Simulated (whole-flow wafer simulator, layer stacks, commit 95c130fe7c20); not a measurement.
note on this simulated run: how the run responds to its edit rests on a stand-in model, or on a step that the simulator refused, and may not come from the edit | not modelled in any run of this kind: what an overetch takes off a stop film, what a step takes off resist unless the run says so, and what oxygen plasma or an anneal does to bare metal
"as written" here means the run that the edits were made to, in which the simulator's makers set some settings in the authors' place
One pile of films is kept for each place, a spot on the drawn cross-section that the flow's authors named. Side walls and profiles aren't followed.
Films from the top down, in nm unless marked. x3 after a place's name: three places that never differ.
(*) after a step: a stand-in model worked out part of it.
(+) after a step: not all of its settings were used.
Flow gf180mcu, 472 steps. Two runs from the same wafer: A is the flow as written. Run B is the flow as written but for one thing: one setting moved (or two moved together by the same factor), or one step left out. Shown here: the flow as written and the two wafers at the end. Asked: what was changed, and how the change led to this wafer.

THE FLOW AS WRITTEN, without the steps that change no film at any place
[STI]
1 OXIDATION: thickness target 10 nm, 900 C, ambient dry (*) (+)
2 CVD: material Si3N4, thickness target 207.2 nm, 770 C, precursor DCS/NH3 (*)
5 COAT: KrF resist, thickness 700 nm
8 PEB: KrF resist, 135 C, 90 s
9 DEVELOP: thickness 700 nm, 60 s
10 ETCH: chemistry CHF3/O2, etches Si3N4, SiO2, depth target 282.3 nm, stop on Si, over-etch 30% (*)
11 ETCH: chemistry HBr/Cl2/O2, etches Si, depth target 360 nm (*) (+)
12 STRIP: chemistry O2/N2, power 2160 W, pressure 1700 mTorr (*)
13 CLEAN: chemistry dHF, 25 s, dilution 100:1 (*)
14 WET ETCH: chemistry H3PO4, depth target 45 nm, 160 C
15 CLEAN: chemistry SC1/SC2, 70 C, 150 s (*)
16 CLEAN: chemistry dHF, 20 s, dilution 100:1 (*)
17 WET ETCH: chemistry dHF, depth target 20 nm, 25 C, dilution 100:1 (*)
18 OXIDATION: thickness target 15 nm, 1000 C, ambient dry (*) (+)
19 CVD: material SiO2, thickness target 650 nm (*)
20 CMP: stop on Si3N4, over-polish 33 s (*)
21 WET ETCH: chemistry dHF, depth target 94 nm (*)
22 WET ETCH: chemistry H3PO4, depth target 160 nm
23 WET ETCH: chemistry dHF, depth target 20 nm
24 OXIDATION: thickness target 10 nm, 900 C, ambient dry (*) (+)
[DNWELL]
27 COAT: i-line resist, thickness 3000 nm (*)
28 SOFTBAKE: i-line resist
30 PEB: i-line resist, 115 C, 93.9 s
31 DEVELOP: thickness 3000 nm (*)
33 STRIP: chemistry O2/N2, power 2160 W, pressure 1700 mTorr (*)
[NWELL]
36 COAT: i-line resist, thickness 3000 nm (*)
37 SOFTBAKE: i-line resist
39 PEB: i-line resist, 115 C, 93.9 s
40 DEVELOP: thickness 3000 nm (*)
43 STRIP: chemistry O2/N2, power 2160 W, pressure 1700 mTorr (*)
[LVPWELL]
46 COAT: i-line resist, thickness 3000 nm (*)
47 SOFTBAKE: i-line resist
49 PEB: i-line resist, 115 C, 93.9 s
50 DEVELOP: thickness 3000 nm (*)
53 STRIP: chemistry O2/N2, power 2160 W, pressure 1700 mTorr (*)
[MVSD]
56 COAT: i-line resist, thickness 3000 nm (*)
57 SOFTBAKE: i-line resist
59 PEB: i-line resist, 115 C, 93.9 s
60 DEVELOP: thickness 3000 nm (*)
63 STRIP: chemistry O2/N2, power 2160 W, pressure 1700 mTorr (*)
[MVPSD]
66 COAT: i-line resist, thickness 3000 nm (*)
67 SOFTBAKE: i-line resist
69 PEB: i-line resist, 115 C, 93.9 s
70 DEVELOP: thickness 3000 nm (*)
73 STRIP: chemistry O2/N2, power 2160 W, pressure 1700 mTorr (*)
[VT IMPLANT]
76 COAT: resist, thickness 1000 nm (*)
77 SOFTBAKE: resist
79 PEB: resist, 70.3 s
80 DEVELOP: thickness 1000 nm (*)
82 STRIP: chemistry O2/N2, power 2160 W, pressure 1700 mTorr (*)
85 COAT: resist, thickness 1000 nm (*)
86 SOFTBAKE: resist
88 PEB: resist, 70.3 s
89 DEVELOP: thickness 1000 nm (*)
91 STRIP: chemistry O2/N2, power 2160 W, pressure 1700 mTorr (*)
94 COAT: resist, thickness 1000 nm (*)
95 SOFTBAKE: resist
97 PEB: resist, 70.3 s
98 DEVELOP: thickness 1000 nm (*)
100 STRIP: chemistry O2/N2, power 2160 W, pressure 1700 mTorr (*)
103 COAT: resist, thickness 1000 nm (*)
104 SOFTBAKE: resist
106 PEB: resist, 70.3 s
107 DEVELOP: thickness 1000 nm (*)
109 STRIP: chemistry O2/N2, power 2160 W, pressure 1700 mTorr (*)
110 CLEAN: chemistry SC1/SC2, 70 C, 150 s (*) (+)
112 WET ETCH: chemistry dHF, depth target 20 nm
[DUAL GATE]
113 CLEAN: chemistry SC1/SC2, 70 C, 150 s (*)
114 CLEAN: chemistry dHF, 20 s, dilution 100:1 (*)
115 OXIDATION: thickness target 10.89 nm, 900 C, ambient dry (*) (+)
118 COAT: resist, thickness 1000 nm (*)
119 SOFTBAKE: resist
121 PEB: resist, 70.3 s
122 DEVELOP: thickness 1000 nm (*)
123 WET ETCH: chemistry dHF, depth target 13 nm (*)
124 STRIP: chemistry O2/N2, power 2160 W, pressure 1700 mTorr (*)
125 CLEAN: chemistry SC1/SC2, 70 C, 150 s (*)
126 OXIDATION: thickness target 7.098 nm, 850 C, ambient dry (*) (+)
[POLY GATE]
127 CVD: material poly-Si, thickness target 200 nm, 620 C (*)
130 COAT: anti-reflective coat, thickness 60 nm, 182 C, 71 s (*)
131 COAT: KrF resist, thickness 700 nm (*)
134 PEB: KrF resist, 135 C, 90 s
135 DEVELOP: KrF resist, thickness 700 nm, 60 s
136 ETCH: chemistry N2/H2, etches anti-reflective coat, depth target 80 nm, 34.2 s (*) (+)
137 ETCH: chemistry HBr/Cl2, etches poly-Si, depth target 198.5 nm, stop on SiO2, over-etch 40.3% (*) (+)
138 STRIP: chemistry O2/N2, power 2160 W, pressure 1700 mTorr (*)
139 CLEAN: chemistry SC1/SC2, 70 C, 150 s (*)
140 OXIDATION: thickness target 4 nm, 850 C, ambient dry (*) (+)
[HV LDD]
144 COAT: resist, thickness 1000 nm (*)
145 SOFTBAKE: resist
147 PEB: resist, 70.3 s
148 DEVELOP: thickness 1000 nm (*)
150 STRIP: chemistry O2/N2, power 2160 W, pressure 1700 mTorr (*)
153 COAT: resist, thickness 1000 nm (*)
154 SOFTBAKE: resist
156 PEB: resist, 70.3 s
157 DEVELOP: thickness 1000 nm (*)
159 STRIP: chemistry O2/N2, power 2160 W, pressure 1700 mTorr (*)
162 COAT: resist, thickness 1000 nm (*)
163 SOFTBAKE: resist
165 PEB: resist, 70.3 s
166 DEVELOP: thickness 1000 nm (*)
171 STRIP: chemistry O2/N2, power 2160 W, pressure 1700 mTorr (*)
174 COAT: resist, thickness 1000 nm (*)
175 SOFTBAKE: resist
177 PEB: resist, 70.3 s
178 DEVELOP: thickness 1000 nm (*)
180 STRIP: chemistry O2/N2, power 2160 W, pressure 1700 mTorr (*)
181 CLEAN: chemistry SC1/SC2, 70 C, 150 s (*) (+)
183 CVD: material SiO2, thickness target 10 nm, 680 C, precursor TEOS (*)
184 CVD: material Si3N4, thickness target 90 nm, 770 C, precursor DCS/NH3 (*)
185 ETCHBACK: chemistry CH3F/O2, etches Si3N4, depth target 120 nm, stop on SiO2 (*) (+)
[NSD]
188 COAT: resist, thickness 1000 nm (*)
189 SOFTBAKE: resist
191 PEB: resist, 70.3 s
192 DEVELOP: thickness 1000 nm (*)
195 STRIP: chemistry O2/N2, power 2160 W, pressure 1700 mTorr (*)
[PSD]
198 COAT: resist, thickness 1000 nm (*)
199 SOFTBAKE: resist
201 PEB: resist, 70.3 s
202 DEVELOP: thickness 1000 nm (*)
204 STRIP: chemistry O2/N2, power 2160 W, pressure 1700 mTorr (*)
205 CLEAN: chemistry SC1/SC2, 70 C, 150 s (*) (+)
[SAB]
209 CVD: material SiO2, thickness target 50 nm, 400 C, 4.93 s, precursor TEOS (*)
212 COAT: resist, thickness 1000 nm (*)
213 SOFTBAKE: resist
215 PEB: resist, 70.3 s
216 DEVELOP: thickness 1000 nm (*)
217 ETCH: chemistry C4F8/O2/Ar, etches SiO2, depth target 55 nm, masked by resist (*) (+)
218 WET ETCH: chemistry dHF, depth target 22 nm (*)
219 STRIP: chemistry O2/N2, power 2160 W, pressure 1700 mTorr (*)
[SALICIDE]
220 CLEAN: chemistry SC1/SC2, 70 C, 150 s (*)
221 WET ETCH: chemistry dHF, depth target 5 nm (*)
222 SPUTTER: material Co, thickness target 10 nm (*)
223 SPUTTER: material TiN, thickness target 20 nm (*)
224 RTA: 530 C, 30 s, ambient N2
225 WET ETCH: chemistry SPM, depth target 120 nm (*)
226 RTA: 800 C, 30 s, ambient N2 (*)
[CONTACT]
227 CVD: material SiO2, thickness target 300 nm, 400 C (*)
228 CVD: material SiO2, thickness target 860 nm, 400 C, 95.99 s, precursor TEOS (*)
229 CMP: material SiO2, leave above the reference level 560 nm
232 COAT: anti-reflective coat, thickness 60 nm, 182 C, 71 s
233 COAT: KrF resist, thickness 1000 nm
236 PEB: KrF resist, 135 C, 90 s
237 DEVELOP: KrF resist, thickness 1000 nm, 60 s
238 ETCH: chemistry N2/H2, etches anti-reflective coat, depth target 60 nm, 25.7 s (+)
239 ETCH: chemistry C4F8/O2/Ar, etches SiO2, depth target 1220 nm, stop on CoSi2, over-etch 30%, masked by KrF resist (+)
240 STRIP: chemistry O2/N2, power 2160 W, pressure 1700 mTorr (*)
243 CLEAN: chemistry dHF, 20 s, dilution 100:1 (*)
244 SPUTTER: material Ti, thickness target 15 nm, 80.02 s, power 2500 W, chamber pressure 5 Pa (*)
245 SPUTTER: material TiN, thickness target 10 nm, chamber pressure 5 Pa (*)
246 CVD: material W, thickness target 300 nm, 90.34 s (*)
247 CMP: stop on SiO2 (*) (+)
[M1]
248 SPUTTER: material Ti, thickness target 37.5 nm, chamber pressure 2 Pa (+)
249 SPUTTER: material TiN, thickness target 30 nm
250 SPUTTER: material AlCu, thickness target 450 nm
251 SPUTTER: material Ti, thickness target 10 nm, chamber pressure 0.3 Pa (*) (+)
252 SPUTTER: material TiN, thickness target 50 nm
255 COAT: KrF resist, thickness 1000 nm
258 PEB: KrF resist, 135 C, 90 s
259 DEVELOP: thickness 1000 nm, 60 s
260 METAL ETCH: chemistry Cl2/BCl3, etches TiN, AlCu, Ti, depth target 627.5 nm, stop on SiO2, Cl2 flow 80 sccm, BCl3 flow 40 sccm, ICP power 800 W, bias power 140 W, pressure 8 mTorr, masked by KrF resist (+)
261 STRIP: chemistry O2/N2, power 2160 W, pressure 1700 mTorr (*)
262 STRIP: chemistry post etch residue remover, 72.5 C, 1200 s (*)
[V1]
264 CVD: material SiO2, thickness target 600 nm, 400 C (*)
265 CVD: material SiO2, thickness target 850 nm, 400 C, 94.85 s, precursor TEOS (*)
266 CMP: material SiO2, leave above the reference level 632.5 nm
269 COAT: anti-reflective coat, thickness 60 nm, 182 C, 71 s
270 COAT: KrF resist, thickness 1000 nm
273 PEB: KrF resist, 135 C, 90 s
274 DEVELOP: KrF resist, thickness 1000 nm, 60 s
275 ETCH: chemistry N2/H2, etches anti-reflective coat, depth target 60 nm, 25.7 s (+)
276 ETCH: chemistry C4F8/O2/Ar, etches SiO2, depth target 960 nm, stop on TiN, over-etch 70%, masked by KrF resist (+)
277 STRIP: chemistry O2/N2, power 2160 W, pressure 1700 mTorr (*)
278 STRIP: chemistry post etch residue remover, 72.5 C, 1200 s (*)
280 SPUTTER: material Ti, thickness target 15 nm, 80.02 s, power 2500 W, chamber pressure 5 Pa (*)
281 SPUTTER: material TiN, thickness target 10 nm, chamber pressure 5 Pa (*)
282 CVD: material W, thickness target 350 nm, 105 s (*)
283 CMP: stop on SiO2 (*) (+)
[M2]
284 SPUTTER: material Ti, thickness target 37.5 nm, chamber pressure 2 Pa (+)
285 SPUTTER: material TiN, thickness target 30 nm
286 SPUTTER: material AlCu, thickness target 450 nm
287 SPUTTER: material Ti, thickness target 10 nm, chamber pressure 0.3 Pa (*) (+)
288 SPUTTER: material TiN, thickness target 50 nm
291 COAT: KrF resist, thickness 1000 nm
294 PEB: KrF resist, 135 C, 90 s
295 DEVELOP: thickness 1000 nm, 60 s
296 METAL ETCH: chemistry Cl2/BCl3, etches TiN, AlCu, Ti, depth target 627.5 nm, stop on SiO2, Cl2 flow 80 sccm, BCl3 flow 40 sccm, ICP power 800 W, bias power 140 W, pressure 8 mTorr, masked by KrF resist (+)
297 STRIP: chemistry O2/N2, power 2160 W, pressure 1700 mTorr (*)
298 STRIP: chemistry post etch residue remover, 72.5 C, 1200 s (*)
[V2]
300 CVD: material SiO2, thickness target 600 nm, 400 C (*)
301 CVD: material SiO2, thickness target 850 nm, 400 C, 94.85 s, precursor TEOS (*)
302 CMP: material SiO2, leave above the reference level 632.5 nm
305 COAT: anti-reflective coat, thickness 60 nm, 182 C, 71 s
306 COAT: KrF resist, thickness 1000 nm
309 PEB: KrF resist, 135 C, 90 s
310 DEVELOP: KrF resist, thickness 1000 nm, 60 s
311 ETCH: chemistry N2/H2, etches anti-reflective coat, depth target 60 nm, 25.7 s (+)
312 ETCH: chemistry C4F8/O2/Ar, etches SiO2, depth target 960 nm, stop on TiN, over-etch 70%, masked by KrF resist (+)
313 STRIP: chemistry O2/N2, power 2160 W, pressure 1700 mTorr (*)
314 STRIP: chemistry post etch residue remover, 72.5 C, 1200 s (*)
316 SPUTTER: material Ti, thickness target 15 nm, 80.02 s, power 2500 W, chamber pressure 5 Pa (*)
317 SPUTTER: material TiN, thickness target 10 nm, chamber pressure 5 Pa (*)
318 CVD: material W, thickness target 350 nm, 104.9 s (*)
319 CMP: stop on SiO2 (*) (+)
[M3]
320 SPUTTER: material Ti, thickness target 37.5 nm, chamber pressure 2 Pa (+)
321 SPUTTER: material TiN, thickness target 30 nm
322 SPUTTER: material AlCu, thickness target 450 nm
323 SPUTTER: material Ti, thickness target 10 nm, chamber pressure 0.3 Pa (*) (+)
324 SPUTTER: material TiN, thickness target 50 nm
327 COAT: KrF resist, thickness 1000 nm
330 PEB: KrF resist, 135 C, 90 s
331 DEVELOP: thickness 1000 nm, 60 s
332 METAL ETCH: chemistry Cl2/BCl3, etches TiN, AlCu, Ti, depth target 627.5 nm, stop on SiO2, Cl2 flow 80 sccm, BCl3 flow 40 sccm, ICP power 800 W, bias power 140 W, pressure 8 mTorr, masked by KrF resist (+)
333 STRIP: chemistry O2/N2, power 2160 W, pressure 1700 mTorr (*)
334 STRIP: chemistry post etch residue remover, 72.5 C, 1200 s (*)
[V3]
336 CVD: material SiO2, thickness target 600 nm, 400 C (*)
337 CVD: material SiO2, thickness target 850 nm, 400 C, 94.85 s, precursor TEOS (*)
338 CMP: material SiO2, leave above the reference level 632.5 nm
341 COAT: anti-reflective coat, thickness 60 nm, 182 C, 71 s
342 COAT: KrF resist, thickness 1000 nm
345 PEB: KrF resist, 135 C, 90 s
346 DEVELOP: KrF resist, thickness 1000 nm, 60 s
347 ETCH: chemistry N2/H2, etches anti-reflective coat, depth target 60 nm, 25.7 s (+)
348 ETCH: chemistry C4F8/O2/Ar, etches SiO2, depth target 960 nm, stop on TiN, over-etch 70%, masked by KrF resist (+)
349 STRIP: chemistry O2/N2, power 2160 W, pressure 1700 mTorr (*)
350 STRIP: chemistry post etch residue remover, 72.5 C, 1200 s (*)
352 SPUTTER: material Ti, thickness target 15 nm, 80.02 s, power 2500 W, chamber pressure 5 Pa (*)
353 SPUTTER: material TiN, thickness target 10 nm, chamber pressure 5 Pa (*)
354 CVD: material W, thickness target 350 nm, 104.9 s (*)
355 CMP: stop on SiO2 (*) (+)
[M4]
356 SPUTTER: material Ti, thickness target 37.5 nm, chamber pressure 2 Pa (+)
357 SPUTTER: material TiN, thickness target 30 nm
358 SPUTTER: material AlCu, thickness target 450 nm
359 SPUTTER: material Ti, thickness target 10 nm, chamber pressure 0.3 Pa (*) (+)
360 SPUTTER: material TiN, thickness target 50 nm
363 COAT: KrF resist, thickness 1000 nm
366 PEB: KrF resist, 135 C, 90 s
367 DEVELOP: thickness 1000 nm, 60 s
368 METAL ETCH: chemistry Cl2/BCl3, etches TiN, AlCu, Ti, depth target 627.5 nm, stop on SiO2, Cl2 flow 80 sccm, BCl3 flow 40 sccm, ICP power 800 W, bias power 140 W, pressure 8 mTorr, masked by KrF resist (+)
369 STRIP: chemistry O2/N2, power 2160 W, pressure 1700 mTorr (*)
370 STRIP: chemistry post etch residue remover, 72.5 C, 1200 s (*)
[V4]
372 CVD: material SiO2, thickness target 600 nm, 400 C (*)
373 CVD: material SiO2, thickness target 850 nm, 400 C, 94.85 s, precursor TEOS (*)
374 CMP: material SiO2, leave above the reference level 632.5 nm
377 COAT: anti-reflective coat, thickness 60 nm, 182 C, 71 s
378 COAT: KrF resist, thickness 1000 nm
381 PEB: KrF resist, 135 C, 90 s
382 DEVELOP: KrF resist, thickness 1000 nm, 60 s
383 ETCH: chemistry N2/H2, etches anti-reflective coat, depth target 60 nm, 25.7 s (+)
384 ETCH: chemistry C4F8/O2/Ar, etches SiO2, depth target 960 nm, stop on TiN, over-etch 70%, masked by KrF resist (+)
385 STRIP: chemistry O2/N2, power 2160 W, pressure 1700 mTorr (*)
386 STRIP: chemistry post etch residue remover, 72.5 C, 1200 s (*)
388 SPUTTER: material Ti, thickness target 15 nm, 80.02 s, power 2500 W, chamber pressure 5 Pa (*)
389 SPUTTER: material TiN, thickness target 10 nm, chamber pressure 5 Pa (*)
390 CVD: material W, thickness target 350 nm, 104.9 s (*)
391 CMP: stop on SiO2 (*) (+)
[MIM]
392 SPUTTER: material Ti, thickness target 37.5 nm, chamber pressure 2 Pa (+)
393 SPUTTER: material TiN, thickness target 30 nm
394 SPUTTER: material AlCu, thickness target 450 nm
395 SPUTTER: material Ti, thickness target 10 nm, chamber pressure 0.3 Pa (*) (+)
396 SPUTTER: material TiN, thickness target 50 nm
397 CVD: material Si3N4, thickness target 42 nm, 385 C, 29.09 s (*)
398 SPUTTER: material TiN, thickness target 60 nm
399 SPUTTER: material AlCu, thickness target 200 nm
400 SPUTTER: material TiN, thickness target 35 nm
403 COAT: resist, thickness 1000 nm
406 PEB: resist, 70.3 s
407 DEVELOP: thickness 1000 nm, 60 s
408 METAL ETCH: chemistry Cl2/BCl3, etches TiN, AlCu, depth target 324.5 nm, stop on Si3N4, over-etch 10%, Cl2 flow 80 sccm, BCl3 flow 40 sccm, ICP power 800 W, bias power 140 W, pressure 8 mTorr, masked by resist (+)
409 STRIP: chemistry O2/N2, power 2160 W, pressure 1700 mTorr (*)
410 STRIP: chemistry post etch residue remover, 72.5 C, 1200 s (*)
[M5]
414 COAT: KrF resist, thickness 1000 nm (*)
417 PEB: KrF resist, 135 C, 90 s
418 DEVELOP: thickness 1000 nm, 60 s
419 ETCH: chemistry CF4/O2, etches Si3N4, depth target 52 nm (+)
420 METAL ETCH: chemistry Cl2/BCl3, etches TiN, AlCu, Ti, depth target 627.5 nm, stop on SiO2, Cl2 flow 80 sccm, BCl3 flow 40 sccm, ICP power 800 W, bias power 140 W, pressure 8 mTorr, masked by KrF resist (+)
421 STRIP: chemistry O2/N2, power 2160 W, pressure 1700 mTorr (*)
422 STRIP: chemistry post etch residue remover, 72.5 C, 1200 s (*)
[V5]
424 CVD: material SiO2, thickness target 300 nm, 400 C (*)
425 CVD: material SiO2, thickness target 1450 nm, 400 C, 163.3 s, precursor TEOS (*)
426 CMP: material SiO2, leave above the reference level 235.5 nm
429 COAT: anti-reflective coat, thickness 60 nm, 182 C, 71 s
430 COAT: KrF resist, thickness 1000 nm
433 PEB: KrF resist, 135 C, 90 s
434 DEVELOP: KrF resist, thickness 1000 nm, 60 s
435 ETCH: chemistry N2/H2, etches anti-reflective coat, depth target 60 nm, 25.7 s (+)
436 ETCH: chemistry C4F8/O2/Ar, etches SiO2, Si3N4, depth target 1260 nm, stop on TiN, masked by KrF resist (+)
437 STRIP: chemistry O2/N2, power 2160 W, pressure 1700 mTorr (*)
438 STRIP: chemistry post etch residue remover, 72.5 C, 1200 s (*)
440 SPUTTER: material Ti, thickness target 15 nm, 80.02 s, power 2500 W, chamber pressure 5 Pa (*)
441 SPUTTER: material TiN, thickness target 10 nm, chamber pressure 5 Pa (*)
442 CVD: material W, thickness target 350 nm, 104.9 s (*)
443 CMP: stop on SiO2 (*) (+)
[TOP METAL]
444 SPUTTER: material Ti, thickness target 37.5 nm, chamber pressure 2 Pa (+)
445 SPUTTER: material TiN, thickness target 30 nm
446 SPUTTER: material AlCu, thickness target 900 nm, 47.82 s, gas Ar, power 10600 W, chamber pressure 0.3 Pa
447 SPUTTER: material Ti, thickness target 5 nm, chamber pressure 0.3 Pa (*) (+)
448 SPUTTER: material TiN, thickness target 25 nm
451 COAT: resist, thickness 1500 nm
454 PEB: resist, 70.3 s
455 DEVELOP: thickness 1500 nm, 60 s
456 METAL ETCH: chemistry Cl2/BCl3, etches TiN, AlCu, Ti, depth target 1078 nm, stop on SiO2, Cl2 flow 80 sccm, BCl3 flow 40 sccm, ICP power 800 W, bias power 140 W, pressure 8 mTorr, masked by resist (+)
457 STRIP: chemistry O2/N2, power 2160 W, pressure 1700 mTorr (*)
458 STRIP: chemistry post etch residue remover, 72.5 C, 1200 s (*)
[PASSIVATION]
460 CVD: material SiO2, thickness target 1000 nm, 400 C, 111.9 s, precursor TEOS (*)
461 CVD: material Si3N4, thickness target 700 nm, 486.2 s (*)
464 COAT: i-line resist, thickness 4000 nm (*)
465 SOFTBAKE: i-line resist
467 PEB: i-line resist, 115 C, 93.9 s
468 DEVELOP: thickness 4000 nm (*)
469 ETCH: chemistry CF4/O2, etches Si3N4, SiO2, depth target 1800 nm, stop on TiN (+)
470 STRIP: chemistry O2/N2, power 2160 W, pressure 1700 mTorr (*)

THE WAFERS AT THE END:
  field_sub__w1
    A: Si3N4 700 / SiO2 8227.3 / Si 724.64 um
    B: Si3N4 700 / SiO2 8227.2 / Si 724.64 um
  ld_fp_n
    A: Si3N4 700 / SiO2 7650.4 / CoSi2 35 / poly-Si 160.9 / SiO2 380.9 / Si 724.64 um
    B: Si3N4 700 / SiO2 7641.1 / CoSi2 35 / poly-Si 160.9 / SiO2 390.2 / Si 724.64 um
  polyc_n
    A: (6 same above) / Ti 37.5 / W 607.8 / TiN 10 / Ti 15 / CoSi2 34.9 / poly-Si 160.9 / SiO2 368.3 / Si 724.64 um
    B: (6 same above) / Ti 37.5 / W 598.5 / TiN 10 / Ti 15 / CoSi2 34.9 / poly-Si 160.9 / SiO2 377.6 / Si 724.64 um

The cause: step 23, WET ETCH: depth target 12.8 nm was run, where the flow has depth target 20 nm.

How the change led to this, step by step:
  23 WET ETCH: chemistry dHF, depth target 20 nm
      field, field_sub, sti and 34 more: A SiO2 -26 | B SiO2 -16.6
  28 SOFTBAKE: i-line resist
      ldn_fp, ldn_drn: A i-line resist +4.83 | B i-line resist +5.95
      field: A i-line resist +2.45 | B i-line resist +3.13
      (and at 32 more places)
  37 SOFTBAKE: i-line resist
      ldn_fp, ldn_drn: A i-line resist +4.83 | B i-line resist +5.95
      field: A i-line resist +2.45 | B i-line resist +3.13
      (and at 32 more places)
  47 SOFTBAKE: i-line resist
      ldn_fp, ldn_drn: A i-line resist +4.83 | B i-line resist +5.95
      field: A i-line resist +2.45 | B i-line resist +3.13
      (and at 32 more places)
  57 SOFTBAKE: i-line resist
      ldn_fp, ldn_drn: A i-line resist +4.83 | B i-line resist +5.95
      field: A i-line resist +2.45 | B i-line resist +3.13
      (and at 32 more places)
  67 SOFTBAKE: i-line resist
      ldn_fp, ldn_drn: A i-line resist +4.83 | B i-line resist +5.95
      field: A i-line resist +2.45 | B i-line resist +3.13
      (and at 32 more places)
  130 COAT: anti-reflective coat, thickness 60 nm, 182 C, 71 s (*)
      p_well, spacer, sd_n: A anti-reflective coat +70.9 (new film) | B anti-reflective coat +79.8 (new film)
      field: A anti-reflective coat +61.5 (new film) | B anti-reflective coat +58.5 (new film)
      (and at 69 more places)
  136 ETCH: chemistry N2/H2, etches anti-reflective coat, depth target 80 nm, 34.2 s (*) (+)
      p_well, spacer, sd_n: A anti-reflective coat -70.9 (all of it), poly-Si -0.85 | B anti-reflective coat -79.8 (all of it), poly-Si -0.62
      field: A anti-reflective coat -61.5 (all of it), poly-Si -1.09 | B anti-reflective coat -58.5 (all of it), poly-Si -1.17
      (and at 48 more places)
  138 STRIP: chemistry O2/N2, power 2160 W, pressure 1700 mTorr (*)
      gate: A chemical SiO2 +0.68 (new film), KrF resist -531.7 (all of it), anti-reflective coat -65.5 (all of it), poly-Si -0.3 | B chemical SiO2 +0.68 (new film), KrF resist -532.1 (all of it), anti-reflective coat -69.6 (all of it), poly-Si -0.3
      gate_hv: A chemical SiO2 +0.68 (new film), KrF resist -528.4 (all of it), anti-reflective coat -61 (all of it), poly-Si -0.3 | B chemical SiO2 +0.68 (new film), KrF resist -530.3 (all of it), anti-reflective coat -62.5 (all of it), poly-Si -0.3
      (and at 19 more places)
  145 SOFTBAKE: resist
      gate_p_hv: A resist -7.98 | B resist -7.45
  154 SOFTBAKE: resist
      gate_p_hv: A resist -7.98 | B resist -7.45
  163 SOFTBAKE: resist
      gate_p_hv: A resist -7.98 | B resist -7.45
  175 SOFTBAKE: resist
      gate_p_hv: A resist -7.98 | B resist -7.45
  189 SOFTBAKE: resist
      active_hv: A resist +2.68 | B resist -0.42
      active_nat: A resist +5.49 | B resist +9.29
      (and at 1 more place)
  199 SOFTBAKE: resist
      active_hv: A resist +2.68 | B resist -0.42
      active_nat: A resist +5.49 | B resist +9.29
      (and at 1 more place)
  209 CVD: material SiO2, thickness target 50 nm, 400 C, 4.93 s, precursor TEOS (*)
      ld_drn_p: A SiO2 +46 | B SiO2 +45
  ... 4 more steps ...
  229 CMP: material SiO2, leave above the reference level 560 nm
      ldn_sep__w1, ldn_sep__w2, ldn_dft and 8 more: A SiO2 -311 | B SiO2 -320.3
      sti, mim_1p0, pad, dice_street, iso_nw_fld, iso_fld_sub: A SiO2 -296.8 | B SiO2 -306.2
      (and at 40 more places)
